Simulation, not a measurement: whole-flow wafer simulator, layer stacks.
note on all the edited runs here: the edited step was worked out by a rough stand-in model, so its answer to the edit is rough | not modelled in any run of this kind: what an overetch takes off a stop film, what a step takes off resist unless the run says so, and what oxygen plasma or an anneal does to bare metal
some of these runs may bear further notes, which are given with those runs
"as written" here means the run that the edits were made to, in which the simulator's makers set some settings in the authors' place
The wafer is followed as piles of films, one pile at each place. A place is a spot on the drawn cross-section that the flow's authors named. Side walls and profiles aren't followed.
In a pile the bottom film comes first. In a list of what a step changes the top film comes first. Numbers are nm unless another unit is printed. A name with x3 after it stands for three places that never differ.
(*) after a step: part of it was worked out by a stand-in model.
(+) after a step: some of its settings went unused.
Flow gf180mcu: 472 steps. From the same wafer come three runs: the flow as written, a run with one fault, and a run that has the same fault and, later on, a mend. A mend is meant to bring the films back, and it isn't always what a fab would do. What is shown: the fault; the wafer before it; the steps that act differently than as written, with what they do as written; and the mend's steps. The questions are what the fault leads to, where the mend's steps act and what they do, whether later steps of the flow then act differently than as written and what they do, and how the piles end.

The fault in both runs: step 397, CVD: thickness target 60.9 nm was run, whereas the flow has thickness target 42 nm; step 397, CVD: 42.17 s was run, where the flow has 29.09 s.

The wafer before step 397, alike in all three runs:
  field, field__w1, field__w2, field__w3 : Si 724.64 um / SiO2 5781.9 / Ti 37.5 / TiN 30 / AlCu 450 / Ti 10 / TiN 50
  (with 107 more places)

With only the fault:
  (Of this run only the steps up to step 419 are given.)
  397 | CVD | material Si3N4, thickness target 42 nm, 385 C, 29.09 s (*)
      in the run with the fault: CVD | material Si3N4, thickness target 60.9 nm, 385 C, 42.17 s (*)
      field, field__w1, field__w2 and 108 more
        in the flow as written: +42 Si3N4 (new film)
        in the run with the fault: +60.8 Si3N4 (new film)
  Steps further on in the flow that do not act as written:
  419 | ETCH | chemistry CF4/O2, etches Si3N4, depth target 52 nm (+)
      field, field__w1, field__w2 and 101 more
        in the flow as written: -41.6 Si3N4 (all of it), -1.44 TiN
        in the run with the fault: -52 Si3N4
  Once step 419 is done, the piles at field, field__w1, field__w2 and 109 more depart from the flow's by more than 2% or 0.5 nm, whichever is larger.
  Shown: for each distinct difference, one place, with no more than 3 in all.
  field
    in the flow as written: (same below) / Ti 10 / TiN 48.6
    in the run with the fault: (same below) / Ti 10 / TiN 50 / Si3N4 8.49
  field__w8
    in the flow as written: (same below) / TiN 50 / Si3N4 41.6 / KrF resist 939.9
    in the run with the fault: (same below) / TiN 50 / Si3N4 60.5 / KrF resist 939.9
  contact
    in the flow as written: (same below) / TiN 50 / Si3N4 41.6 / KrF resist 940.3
    in the run with the fault: (same below) / TiN 50 / Si3N4 60.5 / KrF resist 940.3

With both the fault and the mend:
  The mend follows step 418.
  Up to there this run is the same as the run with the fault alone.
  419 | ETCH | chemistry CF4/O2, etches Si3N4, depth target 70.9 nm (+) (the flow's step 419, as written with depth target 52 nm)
      field, field__w1, field__w2 and 101 more
        -60.5 Si3N4 (all of it), -1.45 TiN
      field__w4, field__w8, contact, m1, m1__w1, mim, mim_1p0, m1_nw
        -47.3 KrF resist
  Steps further on in the flow that do not act as written (not shown: 4 more steps that differ only slightly, by at most 2% or 0.5 nm, whichever is larger):
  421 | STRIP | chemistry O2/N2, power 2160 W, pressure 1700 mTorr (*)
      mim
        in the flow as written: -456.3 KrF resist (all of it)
        in the run with the mend: -443.7 KrF resist (all of it)
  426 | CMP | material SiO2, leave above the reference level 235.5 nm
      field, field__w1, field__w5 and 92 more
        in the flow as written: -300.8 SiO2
        in the run with the mend: -282 SiO2
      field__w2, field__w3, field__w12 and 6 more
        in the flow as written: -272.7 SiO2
        in the run with the mend: -253 SiO2
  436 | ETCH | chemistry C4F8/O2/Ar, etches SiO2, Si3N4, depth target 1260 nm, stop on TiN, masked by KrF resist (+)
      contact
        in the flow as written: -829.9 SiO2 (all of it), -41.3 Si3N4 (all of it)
        in the run with the mend: -829.9 SiO2 (all of it), -60.1 Si3N4 (all of it)
  By the end, the piles at field__w4, field__w8, contact, m1, m1__w1, mim, mim_1p0, m1_nw depart from the flow's by more than 2% or 0.5 nm, whichever is larger.
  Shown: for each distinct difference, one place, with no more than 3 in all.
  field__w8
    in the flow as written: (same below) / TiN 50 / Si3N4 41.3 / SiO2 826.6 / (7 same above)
    in the run with the mend: (same below) / TiN 50 / Si3N4 60.1 / SiO2 826.6 / (7 same above)
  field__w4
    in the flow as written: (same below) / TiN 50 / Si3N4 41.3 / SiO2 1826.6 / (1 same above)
    in the run with the mend: (same below) / TiN 50 / Si3N4 60.1 / SiO2 1826.6 / (1 same above)
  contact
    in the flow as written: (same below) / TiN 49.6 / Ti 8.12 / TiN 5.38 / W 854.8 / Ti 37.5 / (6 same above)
    in the run with the mend: (same below) / TiN 49.6 / Ti 8.03 / TiN 5.32 / W 873.8 / Ti 37.5 / (6 same above)
